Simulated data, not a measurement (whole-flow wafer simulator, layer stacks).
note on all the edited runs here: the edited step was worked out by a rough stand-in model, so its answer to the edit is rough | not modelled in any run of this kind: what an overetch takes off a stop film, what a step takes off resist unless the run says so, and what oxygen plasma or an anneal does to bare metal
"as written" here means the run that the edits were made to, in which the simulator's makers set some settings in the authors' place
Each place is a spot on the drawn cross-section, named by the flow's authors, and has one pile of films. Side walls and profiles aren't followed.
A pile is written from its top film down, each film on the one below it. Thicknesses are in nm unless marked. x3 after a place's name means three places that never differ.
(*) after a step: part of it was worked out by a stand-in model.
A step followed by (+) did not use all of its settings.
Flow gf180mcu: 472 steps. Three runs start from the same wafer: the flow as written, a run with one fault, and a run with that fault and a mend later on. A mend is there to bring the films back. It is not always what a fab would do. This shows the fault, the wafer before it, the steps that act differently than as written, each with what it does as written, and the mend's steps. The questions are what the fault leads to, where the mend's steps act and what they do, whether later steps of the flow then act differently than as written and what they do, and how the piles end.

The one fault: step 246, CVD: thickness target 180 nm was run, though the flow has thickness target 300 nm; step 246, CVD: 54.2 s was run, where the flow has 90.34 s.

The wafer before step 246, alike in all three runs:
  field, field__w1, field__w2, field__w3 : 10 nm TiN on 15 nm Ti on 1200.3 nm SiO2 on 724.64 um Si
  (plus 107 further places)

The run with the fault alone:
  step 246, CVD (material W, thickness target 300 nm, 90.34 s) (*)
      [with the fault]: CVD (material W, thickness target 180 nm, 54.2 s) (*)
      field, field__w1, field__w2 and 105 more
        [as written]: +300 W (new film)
        [with the fault]: +180.5 W (new film)
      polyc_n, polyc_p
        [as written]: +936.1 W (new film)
        [with the fault]: +816.6 W (new film)
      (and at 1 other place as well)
  Later steps of the flow acting differently than as written:
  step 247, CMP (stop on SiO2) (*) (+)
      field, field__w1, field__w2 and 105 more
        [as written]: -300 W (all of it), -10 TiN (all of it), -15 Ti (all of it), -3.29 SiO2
        [with the fault]: -180.5 W (all of it), -10 TiN (all of it), -15 Ti (all of it), -2.08 SiO2
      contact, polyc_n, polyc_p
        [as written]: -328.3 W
        [with the fault]: -207.6 W
  At the end the piles are close to the flow's at the places that both follow, differing by at most 2% or 0.5 nm, whichever is larger.

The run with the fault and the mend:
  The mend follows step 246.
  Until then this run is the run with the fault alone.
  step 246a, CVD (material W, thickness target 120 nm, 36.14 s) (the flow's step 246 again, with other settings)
      field, field__w1, field__w2 and 108 more
        +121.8 W
  Later steps of the flow that are run all act as written at every place that is followed, up to a difference of at most 2% or 0.5 nm, whichever is larger.
  At the end the piles are close to the flow's at the places that both follow, differing by at most 2% or 0.5 nm, whichever is larger.
